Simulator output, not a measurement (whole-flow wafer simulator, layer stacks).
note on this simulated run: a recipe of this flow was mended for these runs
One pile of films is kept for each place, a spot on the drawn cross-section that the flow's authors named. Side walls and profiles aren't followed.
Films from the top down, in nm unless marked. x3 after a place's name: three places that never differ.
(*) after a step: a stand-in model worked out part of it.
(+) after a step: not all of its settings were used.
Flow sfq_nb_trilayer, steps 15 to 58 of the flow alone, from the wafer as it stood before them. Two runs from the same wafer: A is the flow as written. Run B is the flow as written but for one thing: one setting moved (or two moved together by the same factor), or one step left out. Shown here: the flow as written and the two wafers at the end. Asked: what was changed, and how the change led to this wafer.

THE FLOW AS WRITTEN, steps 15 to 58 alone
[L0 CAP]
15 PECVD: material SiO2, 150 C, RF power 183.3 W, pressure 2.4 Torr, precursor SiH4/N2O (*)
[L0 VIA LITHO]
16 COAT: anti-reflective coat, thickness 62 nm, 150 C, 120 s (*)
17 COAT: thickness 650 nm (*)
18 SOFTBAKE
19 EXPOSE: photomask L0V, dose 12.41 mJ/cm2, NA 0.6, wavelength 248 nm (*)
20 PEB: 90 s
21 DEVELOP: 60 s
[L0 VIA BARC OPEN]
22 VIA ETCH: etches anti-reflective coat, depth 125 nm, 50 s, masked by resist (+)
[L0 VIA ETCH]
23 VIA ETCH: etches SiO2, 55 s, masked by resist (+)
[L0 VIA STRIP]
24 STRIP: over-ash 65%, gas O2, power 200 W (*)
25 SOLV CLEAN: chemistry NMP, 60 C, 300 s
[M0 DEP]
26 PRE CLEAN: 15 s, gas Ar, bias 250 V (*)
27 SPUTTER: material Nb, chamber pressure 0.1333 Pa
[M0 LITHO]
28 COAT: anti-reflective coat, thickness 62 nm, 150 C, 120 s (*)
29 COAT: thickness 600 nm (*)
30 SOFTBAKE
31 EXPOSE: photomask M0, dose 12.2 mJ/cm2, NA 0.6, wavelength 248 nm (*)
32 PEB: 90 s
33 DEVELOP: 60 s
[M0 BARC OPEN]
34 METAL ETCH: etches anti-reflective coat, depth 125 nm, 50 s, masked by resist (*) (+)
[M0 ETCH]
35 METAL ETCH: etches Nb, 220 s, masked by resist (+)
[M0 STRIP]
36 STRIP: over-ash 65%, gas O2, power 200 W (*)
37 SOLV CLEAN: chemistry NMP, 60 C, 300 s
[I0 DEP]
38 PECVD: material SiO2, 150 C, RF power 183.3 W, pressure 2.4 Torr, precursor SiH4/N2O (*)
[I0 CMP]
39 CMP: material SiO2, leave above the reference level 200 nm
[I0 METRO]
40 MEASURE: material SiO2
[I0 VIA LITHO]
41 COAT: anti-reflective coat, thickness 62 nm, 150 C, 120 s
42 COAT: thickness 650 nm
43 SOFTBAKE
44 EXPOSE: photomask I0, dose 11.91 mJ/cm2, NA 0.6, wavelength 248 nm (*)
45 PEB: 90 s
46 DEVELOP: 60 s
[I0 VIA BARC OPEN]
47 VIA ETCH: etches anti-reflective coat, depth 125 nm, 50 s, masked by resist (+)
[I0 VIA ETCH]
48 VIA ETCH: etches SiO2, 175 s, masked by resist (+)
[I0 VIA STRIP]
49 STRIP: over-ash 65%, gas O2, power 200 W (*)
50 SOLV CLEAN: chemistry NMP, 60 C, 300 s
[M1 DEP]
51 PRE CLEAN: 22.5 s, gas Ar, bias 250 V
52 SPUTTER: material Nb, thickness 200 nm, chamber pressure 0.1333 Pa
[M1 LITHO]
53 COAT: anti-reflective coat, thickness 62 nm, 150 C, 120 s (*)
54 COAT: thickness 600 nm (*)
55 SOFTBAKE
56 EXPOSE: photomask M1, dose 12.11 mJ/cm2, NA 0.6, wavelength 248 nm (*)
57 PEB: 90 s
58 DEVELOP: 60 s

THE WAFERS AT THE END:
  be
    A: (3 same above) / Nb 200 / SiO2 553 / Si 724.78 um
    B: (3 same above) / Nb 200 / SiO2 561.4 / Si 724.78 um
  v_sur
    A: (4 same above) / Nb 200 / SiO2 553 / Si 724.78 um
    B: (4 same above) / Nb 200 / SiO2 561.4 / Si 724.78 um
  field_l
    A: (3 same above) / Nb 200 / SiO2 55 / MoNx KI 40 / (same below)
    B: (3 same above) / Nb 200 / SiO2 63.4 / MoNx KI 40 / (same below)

The cause: step 15, PECVD: RF power 247.9 W was run, where the flow has RF power 183.3 W.

How the change led to this, step by step:
  15 PECVD: material SiO2, 150 C, RF power 183.3 W, pressure 2.4 Torr, precursor SiH4/N2O (*)
      v_sur, via_wl, via_w and 97 more: A SiO2 +60 | B SiO2 +68.4
      field_l, l0_sur, l0v, l0r_line_l, l0r_line_c, l0r_line_r: A SiO2 +60 (new film) | B SiO2 +68.4 (new film)
  23 VIA ETCH: etches SiO2, 55 s, masked by resist (+)
      l0v: A SiO2 -59.7 (all of it), MoNx KI -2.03 | B SiO2 -68 (all of it), MoNx KI -1.2
  28 COAT: anti-reflective coat, thickness 62 nm, 150 C, 120 s (*)
      l0_sur: A anti-reflective coat +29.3 (new film) | B anti-reflective coat +27.1 (new film)
      l0v: A anti-reflective coat +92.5 (new film) | B anti-reflective coat +95.4 (new film)
  36 STRIP: over-ash 65%, gas O2, power 200 W (*)
      l0_sur: A KrF-resist-other-grade -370 (all of it), anti-reflective coat -29.3 (all of it) | B KrF-resist-other-grade -371 (all of it), anti-reflective coat -27.1 (all of it)
      l0v: A KrF-resist-other-grade -374.1 (all of it), anti-reflective coat -92.5 (all of it) | B KrF-resist-other-grade -378.4 (all of it), anti-reflective coat -95.4 (all of it)
  39 CMP: material SiO2, leave above the reference level 200 nm
      l0v: A SiO2 -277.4 | B SiO2 -268.6
